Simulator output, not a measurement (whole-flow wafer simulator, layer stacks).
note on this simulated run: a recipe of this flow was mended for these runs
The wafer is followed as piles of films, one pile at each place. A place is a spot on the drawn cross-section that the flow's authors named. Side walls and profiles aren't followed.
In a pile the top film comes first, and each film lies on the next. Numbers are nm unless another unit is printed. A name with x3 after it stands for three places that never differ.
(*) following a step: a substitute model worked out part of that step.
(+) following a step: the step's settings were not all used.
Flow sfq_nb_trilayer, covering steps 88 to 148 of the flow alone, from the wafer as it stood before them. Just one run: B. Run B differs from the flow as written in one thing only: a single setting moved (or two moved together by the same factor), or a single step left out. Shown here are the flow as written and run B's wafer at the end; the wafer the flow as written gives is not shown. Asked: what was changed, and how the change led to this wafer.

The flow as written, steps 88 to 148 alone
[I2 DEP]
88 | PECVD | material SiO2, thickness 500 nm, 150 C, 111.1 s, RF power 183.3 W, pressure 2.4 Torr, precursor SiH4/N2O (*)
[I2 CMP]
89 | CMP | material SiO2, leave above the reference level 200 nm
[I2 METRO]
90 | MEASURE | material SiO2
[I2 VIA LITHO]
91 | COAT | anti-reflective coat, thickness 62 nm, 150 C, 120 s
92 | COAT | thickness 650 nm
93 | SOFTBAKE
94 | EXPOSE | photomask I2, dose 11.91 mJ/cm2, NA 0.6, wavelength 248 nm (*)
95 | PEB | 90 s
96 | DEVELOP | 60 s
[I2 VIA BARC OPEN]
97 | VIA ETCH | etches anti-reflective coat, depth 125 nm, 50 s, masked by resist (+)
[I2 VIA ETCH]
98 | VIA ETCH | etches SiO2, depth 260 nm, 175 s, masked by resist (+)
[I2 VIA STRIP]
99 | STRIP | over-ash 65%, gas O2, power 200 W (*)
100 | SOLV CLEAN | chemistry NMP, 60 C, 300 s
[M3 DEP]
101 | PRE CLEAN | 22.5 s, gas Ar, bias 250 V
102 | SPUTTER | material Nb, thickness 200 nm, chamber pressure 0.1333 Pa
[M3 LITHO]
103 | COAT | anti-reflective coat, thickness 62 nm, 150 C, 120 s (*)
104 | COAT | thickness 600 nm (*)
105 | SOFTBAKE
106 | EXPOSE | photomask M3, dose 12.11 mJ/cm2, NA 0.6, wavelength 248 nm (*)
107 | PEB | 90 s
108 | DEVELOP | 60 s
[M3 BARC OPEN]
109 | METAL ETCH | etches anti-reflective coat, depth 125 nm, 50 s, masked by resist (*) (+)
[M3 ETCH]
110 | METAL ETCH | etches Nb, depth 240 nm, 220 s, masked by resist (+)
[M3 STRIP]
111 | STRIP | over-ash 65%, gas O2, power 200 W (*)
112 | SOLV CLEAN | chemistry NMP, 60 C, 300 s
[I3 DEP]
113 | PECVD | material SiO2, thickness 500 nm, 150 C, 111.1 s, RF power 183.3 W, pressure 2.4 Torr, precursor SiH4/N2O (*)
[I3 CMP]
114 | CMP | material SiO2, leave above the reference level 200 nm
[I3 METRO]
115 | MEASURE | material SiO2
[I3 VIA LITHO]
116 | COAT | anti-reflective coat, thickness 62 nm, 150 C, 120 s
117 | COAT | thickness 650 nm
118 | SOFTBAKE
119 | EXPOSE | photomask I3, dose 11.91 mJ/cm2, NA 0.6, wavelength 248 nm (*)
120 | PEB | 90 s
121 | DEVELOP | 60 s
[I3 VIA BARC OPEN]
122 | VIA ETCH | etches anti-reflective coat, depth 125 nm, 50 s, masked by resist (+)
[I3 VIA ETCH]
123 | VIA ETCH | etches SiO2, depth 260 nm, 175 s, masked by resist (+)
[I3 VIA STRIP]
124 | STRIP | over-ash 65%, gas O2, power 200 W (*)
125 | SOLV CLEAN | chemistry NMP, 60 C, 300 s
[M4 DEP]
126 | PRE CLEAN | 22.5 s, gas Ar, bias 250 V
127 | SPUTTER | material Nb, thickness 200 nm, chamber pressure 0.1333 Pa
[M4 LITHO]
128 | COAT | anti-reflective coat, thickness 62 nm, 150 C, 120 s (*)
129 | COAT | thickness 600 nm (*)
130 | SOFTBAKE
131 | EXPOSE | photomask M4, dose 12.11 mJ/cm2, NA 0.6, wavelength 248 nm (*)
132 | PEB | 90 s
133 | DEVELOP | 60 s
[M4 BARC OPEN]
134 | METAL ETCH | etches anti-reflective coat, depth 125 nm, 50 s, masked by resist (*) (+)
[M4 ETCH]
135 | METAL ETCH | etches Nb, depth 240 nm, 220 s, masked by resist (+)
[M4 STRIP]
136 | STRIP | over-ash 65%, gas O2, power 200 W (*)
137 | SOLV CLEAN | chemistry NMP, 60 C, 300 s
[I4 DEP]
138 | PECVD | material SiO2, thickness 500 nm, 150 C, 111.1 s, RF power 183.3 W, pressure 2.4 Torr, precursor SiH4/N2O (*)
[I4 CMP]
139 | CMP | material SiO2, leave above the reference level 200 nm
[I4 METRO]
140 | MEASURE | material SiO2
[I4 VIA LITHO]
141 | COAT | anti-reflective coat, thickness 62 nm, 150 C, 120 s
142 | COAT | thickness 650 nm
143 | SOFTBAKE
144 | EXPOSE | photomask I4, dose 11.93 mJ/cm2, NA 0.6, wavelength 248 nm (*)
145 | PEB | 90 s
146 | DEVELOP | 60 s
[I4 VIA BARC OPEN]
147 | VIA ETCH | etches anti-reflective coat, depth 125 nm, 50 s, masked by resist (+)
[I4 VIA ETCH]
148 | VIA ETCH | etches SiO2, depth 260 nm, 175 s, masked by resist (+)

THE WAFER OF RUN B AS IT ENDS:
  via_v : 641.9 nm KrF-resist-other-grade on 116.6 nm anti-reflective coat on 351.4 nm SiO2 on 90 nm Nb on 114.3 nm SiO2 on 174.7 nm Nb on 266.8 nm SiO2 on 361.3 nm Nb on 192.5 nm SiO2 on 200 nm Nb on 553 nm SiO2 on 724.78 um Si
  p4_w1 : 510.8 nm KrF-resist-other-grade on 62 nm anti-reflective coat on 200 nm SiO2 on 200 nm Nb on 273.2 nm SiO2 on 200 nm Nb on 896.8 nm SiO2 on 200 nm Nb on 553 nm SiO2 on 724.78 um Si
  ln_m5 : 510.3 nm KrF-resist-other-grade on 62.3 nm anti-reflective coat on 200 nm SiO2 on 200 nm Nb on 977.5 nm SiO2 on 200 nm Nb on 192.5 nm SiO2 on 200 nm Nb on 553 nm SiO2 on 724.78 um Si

What caused this: step 88, PECVD: RF power 93.94 W was run, whereas the flow has RF power 183.3 W.

The path from the change to this, step by step:
  88 | PECVD | material SiO2, thickness 500 nm, 150 C, 111.1 s, RF power 183.3 W, pressure 2.4 Torr, precursor SiH4/N2O (*)
      field_l, be, be_sur and 81 more: +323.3 SiO2 (it would be, as written: +500 SiO2)
      v_sur, via_wl, via_w and 18 more: +323.3 SiO2 (new film) (it would be, as written: +500 SiO2 (new film))
      (and at 1 other place as well)
  89 | CMP | material SiO2, leave above the reference level 200 nm
      field_l, be, be_sur and 81 more: nothing (it would be, as written: -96 SiO2)
      via_v: nothing (it would be, as written: -181.6 SiO2)
      (and at 21 other places as well)
  91 | COAT | anti-reflective coat, thickness 62 nm, 150 C, 120 s
      wl_f_m6, m0r_line_r x3: +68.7 anti-reflective coat (new film) (it would be, as written: +62 anti-reflective coat (new film))
      m0r_line_l x3: +68.5 anti-reflective coat (new film) (it would be, as written: +62 anti-reflective coat (new film))
      (and at 69 other places as well)
  92 | COAT | thickness 650 nm
      m0r_line_l x3: +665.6 KrF-resist-other-grade (new film) (it would be, as written: +650 KrF-resist-other-grade (new film))
      m0r_line_r x3: +665.4 KrF-resist-other-grade (new film) (it would be, as written: +650 KrF-resist-other-grade (new film))
      (and at 29 other places as well)
  96 | DEVELOP | 60 s
      via_w: -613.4 KrF-resist-other-grade (all of it) (it would be, as written: -648.6 KrF-resist-other-grade (all of it))
  97 | VIA ETCH | etches anti-reflective coat, depth 125 nm, 50 s, masked by resist (+)
      via_w: -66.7 anti-reflective coat (all of it), -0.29 SiO2 (it would be, as written: -62 anti-reflective coat (all of it), -0.31 SiO2)
  99 | STRIP | over-ash 65%, gas O2, power 200 W (*)
      m0r_line_l x3: -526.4 KrF-resist-other-grade (all of it), -68.5 anti-reflective coat (all of it) (it would be, as written: -510.8 KrF-resist-other-grade (all of it), -62 anti-reflective coat (all of it))
      m0r_space_l, m6r_space_l x2: -514.7 KrF-resist-other-grade (all of it), -82.7 anti-reflective coat (all of it) (it would be, as written: -510.8 KrF-resist-other-grade (all of it), -62 anti-reflective coat (all of it))
      (and at 72 other places as well)
  102 | SPUTTER | material Nb, thickness 200 nm, chamber pressure 0.1333 Pa
      via_v: +174.7 Nb (new film) (it would be, as written: +200 Nb (new film))
  103 | COAT | anti-reflective coat, thickness 62 nm, 150 C, 120 s (*)
      p3_s2, p3_s5, wl_f_sr: +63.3 anti-reflective coat (new film) (it would be, as written: +62 anti-reflective coat (new film))
      m0r_line_l x3: +66.2 anti-reflective coat (new film) (it would be, as written: +62 anti-reflective coat (new film))
      (and at 68 other places as well)
  104 | COAT | thickness 600 nm (*)
      wl_f_sl, m0r_line_l x3: +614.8 KrF-resist-other-grade (new film) (it would be, as written: +600 KrF-resist-other-grade (new film))
      wl_j_sl, m5r_linepad_l, m5r_linepad_r: +582.7 KrF-resist-other-grade (new film) (it would be, as written: +600 KrF-resist-other-grade (new film))
      (and at 30 other places as well)
  108 | DEVELOP | 60 s
      wl_f_sl, m0r_line_l x3: -613.5 KrF-resist-other-grade (all of it) (it would be, as written: -598.7 KrF-resist-other-grade (all of it))
      m0r_line_r x3: -613.4 KrF-resist-other-grade (all of it) (it would be, as written: -598.7 KrF-resist-other-grade (all of it))
      (and at 16 other places as well)
  109 | METAL ETCH | etches anti-reflective coat, depth 125 nm, 50 s, masked by resist (*) (+)
      p3_s2, p3_s5, wl_f_sr: -63.3 anti-reflective coat (all of it) (it would be, as written: -62 anti-reflective coat (all of it))
      m0r_line_l x3: -66.2 anti-reflective coat (all of it) (it would be, as written: -62 anti-reflective coat (all of it))
      (and at 48 other places as well)
  111 | STRIP | over-ash 65%, gas O2, power 200 W (*)
      v_sur: -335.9 KrF-resist-other-grade (all of it), -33 anti-reflective coat (all of it) (it would be, as written: -361 KrF-resist-other-grade (all of it), -46 anti-reflective coat (all of it))
      via_wl: -346.8 KrF-resist-other-grade (all of it), -16.9 anti-reflective coat (all of it) (it would be, as written: -381.1 KrF-resist-other-grade (all of it), -16.7 anti-reflective coat (all of it))
      (and at 22 other places as well)
  113 | PECVD | material SiO2, thickness 500 nm, 150 C, 111.1 s, RF power 183.3 W, pressure 2.4 Torr, precursor SiH4/N2O (*)
      via_v: +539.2 SiO2 (new film) (it would be, as written: +500 SiO2 (new film))
  114 | CMP | material SiO2, leave above the reference level 200 nm
      field_l, be, be_sur and 64 more: -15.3 SiO2 (it would be, as written: -96 SiO2)
      p4_w1, p4_w2, p4_w3 and 6 more: -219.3 SiO2 (it would be, as written: -300 SiO2)
      (and at 9 other places as well)
  123 | VIA ETCH | etches SiO2, depth 260 nm, 175 s, masked by resist (+)
      via_v: -260 SiO2 (it would be, as written: -199.7 SiO2 (all of it), -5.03 Nb)
  ... another 11 steps ...
  147 | VIA ETCH | etches anti-reflective coat, depth 125 nm, 50 s, masked by resist (+)
      via_wl: -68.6 anti-reflective coat (all of it), -0.28 SiO2 (it would be, as written: -62 anti-reflective coat (all of it), -0.31 SiO2)
      via_w: -71 anti-reflective coat (all of it), -0.27 SiO2 (it would be, as written: -62 anti-reflective coat (all of it), -0.31 SiO2)
      (and at 1 other place as well)
If metal films that touch count as one body, via_v has 4 bodies (between them, from the top down: SiO2 114.3; SiO2 266.8; SiO2 192.5); the flow as written gives 3 bodies (between them, from the top down: SiO2 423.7; SiO2 192.5).
